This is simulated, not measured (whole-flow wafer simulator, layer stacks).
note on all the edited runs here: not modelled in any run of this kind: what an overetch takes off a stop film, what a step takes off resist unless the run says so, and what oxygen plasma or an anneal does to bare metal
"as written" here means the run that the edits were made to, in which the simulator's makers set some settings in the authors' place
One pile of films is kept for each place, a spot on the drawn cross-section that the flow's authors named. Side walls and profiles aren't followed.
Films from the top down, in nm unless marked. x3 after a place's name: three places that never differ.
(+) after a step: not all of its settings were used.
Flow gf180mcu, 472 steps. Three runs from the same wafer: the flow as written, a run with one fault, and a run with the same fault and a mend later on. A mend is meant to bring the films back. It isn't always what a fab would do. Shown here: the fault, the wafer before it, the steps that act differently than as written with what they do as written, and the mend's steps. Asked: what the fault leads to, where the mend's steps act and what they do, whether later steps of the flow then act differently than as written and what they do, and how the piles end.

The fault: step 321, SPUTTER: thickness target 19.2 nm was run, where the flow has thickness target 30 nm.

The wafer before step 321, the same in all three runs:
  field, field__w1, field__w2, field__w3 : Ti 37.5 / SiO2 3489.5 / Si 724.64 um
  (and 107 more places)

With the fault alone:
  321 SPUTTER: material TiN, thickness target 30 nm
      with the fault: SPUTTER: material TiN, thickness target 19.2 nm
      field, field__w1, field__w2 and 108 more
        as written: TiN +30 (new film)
        with the fault: TiN +19.2 (new film)
  Later steps of the flow that act differently than as written:
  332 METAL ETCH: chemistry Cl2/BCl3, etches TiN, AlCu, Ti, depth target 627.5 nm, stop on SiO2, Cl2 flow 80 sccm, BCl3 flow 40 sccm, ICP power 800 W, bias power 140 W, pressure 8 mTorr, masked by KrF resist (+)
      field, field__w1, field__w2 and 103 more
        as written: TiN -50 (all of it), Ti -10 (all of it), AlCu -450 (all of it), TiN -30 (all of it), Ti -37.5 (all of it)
        with the fault: TiN -50 (all of it), Ti -10 (all of it), AlCu -450 (all of it), TiN -19.2 (all of it), Ti -37.5 (all of it)
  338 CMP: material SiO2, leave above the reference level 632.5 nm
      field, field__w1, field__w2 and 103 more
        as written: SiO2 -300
        with the fault: SiO2 -310.8
  At the end the piles differ from the flow's by more than 2% or 0.5 nm, whichever is larger, at field__w8, contact, m1, m1__w1, m1_nw.
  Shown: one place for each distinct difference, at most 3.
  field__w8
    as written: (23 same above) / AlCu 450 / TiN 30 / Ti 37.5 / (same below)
    with the fault: (23 same above) / AlCu 450 / TiN 19.2 / Ti 37.5 / (same below)
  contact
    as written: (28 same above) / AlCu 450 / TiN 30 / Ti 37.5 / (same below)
    with the fault: (28 same above) / AlCu 450 / TiN 19.2 / Ti 37.5 / (same below)

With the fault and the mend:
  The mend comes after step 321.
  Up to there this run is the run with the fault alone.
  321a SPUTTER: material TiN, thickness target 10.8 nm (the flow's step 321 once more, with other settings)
      field, field__w1, field__w2 and 108 more
        TiN +10.8
  No later step of the flow acts differently than as written at any place that is followed.
  At the end the piles are the same as the flow's at every place that both follow.
